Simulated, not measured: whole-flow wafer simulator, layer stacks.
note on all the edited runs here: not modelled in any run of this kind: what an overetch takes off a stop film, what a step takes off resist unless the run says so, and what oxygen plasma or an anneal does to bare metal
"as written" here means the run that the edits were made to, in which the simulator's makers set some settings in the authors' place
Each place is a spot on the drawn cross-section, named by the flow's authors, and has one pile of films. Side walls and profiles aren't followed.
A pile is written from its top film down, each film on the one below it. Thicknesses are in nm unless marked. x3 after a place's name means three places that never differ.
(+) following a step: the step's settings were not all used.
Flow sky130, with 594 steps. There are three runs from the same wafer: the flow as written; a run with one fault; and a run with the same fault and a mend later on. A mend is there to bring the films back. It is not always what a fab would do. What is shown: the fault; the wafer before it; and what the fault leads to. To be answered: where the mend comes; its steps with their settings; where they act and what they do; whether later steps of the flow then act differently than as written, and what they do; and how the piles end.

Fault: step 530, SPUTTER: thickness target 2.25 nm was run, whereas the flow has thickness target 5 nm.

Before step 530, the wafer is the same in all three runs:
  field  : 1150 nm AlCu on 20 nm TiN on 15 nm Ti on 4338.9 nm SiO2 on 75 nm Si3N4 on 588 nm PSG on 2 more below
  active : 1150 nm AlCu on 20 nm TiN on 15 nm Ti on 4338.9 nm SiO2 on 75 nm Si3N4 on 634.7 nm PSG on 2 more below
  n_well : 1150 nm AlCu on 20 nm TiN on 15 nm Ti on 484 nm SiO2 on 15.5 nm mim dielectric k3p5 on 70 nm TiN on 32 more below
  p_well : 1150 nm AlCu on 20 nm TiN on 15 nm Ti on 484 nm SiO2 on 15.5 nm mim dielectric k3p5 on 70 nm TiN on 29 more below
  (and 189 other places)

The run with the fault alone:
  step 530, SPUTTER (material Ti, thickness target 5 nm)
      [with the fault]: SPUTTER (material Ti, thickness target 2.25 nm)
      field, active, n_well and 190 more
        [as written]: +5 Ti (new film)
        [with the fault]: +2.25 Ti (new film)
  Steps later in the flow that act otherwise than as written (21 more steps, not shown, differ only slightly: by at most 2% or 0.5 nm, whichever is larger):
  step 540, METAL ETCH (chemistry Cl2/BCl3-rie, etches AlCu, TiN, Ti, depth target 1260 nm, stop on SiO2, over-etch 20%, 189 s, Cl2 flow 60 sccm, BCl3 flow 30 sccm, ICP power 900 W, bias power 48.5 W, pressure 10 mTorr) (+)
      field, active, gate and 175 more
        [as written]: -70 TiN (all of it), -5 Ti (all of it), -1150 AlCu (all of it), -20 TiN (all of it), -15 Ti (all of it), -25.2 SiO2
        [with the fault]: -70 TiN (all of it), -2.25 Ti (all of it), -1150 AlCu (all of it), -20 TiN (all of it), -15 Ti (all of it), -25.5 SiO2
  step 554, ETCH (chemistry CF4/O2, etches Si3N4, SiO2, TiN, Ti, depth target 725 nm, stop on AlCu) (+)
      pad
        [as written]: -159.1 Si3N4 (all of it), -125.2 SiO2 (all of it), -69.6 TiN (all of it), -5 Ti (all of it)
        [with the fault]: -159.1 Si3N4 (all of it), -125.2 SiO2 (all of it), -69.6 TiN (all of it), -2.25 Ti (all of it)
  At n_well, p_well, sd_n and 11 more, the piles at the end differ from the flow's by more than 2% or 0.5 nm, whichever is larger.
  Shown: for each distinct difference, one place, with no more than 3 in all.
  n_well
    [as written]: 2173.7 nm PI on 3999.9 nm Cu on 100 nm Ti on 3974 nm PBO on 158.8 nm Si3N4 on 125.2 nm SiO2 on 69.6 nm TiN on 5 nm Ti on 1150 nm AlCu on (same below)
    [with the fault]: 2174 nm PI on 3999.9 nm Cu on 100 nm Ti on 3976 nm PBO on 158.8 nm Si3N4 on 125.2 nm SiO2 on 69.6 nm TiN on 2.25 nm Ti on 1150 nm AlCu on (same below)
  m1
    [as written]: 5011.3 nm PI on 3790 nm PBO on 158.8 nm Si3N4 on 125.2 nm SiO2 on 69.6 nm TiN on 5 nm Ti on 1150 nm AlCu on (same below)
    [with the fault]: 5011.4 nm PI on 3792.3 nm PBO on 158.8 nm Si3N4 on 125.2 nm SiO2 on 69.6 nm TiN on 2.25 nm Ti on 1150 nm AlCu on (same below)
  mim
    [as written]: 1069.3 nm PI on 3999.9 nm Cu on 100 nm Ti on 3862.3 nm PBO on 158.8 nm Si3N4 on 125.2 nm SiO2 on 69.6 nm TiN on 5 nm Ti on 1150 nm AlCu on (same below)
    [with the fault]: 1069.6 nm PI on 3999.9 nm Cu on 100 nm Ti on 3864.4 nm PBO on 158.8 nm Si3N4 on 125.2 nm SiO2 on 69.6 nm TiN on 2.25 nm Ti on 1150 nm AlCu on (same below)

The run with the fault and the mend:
  After step 530 comes the mend.
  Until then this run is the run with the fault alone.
  step 530a, SPUTTER (material Ti, thickness target 2.75 nm) (the flow's step 530 again, with other settings)
      field, active, n_well and 190 more
        +2.75 Ti
  None of the later steps of the flow acts differently than as written at any place that is followed.
  By the end, the piles equal the flow's at every place that both follow.
